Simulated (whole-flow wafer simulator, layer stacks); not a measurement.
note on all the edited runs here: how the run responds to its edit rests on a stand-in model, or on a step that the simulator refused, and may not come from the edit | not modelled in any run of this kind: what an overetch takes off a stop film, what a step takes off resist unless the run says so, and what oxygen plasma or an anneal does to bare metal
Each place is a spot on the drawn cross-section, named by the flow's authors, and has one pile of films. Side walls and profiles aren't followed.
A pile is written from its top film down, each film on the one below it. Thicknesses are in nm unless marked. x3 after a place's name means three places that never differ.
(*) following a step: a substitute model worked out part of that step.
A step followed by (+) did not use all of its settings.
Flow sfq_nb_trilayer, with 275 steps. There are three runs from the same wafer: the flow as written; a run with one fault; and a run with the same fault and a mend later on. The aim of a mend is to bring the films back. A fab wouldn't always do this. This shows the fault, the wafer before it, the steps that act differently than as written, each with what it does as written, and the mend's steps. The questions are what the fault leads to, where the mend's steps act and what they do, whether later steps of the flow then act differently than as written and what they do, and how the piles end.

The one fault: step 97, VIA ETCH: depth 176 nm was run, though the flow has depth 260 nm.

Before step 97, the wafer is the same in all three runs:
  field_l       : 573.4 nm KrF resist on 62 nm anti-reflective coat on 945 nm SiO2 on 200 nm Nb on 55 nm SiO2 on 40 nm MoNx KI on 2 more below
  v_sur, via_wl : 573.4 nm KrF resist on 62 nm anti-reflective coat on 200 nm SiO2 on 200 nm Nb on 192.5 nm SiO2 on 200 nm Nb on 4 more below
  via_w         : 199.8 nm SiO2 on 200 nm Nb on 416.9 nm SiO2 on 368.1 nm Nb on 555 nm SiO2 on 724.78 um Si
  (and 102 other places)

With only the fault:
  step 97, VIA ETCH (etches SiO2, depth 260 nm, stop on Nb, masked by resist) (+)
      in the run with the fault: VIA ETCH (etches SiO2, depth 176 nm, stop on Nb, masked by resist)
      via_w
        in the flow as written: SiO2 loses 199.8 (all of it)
        in the run with the fault: SiO2 loses 176
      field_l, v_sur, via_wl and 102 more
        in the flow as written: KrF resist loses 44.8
        in the run with the fault: KrF resist loses 30.3
  Later steps of the flow acting differently than as written (3 more steps, not shown, differ only slightly: by at most 2% or 0.5 nm, whichever is larger):
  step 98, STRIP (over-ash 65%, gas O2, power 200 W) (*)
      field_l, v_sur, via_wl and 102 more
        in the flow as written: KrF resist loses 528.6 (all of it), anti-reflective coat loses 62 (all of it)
        in the run with the fault: KrF resist loses 543.1 (all of it), anti-reflective coat loses 62 (all of it)
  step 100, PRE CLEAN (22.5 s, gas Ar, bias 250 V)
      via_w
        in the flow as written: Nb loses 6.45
        in the run with the fault: SiO2 loses 7.5
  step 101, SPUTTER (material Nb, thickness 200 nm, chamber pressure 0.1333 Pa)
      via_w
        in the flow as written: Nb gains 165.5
        in the run with the fault: Nb gains 170.5 (new film)
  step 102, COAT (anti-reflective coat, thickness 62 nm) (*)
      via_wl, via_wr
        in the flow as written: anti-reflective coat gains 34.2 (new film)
        in the run with the fault: anti-reflective coat gains 26.6 (new film)
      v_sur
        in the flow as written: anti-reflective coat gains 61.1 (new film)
        in the run with the fault: anti-reflective coat gains 58.5 (new film)
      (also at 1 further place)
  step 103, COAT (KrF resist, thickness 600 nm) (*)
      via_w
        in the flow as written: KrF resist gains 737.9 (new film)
        in the run with the fault: KrF resist gains 722.1 (new film)
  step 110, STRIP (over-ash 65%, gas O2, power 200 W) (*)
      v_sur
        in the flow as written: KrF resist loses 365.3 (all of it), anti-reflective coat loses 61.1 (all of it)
        in the run with the fault: KrF resist loses 367.7 (all of it), anti-reflective coat loses 58.5 (all of it)
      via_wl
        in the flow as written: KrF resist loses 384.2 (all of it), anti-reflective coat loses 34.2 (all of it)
        in the run with the fault: KrF resist loses 392 (all of it), anti-reflective coat loses 26.6 (all of it)
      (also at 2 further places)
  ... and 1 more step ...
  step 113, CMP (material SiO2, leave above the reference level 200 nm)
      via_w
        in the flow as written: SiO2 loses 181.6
        in the run with the fault: SiO2 loses 157.1
  At via_w, the piles at the end differ from the flow's by more than 2% or 0.5 nm, whichever is larger.
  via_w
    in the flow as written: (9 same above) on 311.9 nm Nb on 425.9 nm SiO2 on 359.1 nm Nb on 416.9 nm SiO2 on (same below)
    in the run with the fault: (9 same above) on 311.9 nm Nb on 398.2 nm SiO2 on 170.5 nm Nb on 16.3 nm SiO2 on 200 nm Nb on 416.9 nm SiO2 on (same below)

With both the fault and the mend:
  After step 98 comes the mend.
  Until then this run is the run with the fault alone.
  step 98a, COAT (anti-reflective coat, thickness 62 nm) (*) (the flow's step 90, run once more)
      p4_fl x3, p4_w1 x9, p4_g1 x2 and 63 more
        anti-reflective coat gains 62 (new film)
      r_sur, res, r_end and 9 more
        anti-reflective coat gains 61.8 (new film)
      jj_sur, ce_l, c5j, ce_r, sp_r, be_r
        anti-reflective coat gains 61.7 (new film)
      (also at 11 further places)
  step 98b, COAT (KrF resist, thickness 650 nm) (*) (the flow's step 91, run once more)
      p4_fl x3, p4_w1 x9, p4_g1 x2 and 63 more
        KrF resist gains 650 (new film)
      r_end, moat, field_r and 6 more
        KrF resist gains 649.5 (new film)
      be_r, r_sur, res, l0v
        KrF resist gains 649.4 (new film)
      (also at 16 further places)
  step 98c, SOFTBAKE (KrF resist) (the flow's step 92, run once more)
      alters no film at any place that is followed
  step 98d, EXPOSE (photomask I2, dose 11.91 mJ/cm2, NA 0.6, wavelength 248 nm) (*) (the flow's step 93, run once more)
      alters no film at any place that is followed
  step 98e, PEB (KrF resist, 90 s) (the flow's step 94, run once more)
      jj_sur, ce_l, c5j and 92 more
        KrF resist loses 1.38
      via_v, wire, be, be_sur, gap
        KrF resist loses 1.37
      v_sur, via_sp
        KrF resist loses 1.35
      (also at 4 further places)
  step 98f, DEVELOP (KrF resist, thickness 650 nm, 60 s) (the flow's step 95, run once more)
      field_l, v_sur, via_wl and 102 more
        KrF resist loses 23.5
      via_w
        KrF resist loses 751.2 (all of it)
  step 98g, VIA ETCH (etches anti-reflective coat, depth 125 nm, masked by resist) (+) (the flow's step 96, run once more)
      field_l, v_sur, via_wl and 102 more
        KrF resist loses 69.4
      via_w
        anti-reflective coat loses 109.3 (all of it)
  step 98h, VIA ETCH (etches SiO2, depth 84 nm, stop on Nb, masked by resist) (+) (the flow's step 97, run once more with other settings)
      field_l, v_sur, via_wl and 102 more
        KrF resist loses 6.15
      via_w
        SiO2 loses 23.8 (all of it)
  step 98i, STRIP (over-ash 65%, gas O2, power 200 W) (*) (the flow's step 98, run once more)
      p4_fl x3, p4_w1 x9, p4_g1 x2 and 63 more
        KrF resist loses 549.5 (all of it), anti-reflective coat loses 62 (all of it)
      r_end, moat, field_r and 6 more
        KrF resist loses 549 (all of it), anti-reflective coat loses 61.8 (all of it)
      r_sur, res, l0v
        KrF resist loses 548.9 (all of it), anti-reflective coat loses 61.8 (all of it)
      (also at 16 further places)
  Every later step of the flow that is run acts as written, at every place that is followed, to within 2% or 0.5 nm, whichever is larger.
  When the end is reached, the piles differ only a little from the flow's at the places that both follow, at most by 2% or 0.5 nm, whichever is larger.
